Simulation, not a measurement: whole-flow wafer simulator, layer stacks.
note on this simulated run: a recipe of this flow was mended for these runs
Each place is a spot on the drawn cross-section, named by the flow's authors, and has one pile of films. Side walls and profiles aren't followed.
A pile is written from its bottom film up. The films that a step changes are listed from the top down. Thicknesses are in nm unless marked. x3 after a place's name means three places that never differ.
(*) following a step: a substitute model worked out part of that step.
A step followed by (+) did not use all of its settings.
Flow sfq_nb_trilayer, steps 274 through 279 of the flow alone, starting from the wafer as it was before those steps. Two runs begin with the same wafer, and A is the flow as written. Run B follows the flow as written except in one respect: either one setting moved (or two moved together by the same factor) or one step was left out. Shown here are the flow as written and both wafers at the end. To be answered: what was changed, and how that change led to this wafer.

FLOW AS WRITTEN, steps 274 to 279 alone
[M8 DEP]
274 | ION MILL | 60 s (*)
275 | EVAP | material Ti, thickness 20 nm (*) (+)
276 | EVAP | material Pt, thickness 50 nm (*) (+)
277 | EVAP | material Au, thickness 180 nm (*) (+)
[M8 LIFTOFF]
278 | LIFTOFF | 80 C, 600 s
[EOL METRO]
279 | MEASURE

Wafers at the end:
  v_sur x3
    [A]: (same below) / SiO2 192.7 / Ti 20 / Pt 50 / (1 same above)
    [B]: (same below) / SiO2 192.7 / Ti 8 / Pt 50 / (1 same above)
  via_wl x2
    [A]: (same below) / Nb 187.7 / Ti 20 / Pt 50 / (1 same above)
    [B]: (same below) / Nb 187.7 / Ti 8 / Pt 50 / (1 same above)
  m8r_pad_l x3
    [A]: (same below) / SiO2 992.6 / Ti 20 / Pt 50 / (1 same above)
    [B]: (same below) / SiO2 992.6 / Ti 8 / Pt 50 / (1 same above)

The reason: step 275, EVAP: thickness 8 nm was run, while the flow as written has thickness 20 nm.
The wafer itself shows it: v_sur x3 has Ti 8, and step 275 as written asks for 20 nm.

Step by step, how the change led to this:
  275 | EVAP | material Ti, thickness 20 nm (*) (+)
      field_l, v_sur x3, via_wl x2 and 100 more: A +20 Ti (new film) | B +8 Ti (new film)
  278 | LIFTOFF | 80 C, 600 s
      p4_fl x5, p4_w1 x9, p3_s0 x11 and 49 more: A -180 Au (all of it), -50 Pt (all of it), -20 Ti (all of it), -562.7 KrF-resist-other-grade (all of it), -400 lift-off-underlayer (all of it) | B -180 Au (all of it), -50 Pt (all of it), -8 Ti (all of it), -562.7 KrF-resist-other-grade (all of it), -400 lift-off-underlayer (all of it)
      r_sur, res, r_end: A -180 Au (all of it), -50 Pt (all of it), -20 Ti (all of it), -559.9 KrF-resist-other-grade (all of it), -399.5 lift-off-underlayer (all of it) | B -180 Au (all of it), -50 Pt (all of it), -8 Ti (all of it), -559.9 KrF-resist-other-grade (all of it), -399.5 lift-off-underlayer (all of it)
      (also at 18 further places)
